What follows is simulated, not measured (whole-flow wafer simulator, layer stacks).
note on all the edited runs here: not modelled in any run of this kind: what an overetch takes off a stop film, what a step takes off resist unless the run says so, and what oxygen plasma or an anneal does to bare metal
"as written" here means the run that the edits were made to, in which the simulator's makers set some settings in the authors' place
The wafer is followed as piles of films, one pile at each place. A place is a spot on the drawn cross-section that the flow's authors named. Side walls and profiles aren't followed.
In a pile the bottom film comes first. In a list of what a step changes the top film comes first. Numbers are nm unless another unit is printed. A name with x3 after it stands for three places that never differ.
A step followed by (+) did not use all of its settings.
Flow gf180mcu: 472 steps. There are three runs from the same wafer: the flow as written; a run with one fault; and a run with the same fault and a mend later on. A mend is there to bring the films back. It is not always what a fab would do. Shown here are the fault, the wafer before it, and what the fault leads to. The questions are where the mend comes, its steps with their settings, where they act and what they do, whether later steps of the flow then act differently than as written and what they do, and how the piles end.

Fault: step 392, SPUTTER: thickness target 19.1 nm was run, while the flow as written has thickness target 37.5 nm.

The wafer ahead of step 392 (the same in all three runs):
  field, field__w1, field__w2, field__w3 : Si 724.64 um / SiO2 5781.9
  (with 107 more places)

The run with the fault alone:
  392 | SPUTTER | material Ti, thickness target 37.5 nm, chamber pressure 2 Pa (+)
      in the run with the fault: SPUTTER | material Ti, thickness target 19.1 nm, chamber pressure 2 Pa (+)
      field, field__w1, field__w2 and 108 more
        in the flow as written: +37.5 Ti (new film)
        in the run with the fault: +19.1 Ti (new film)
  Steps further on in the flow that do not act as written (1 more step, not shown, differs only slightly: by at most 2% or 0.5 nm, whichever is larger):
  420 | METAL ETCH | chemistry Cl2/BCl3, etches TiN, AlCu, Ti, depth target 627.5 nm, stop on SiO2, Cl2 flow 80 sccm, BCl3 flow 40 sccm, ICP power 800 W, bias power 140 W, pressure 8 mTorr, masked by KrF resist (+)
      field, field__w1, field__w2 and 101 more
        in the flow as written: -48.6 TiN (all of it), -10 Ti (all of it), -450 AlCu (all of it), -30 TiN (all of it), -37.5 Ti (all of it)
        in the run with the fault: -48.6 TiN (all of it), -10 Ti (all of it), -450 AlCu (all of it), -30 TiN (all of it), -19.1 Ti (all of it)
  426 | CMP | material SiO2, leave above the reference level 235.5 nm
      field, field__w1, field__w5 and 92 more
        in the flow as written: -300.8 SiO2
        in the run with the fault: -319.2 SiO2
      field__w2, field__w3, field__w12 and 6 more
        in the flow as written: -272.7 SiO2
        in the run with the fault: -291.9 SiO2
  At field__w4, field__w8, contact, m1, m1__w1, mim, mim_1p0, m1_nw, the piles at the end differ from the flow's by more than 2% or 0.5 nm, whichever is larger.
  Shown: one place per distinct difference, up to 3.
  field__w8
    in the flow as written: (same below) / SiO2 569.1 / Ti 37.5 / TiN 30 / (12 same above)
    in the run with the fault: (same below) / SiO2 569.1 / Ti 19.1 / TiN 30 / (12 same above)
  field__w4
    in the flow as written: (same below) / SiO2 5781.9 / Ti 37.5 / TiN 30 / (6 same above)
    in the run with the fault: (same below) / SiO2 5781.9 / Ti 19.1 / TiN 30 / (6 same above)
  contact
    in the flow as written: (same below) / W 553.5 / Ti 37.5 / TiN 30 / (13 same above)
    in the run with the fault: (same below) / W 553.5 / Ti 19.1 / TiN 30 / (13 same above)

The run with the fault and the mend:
  After step 392 comes the mend.
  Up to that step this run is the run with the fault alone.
  392a | SPUTTER | material Ti, thickness target 18.4 nm, chamber pressure 2 Pa (+) (the flow's step 392 again, with other settings)
      field, field__w1, field__w2 and 108 more
        +18.4 Ti
  None of the later steps of the flow acts differently than as written at any place that is followed.
  By the end, the piles equal the flow's at every place that both follow.
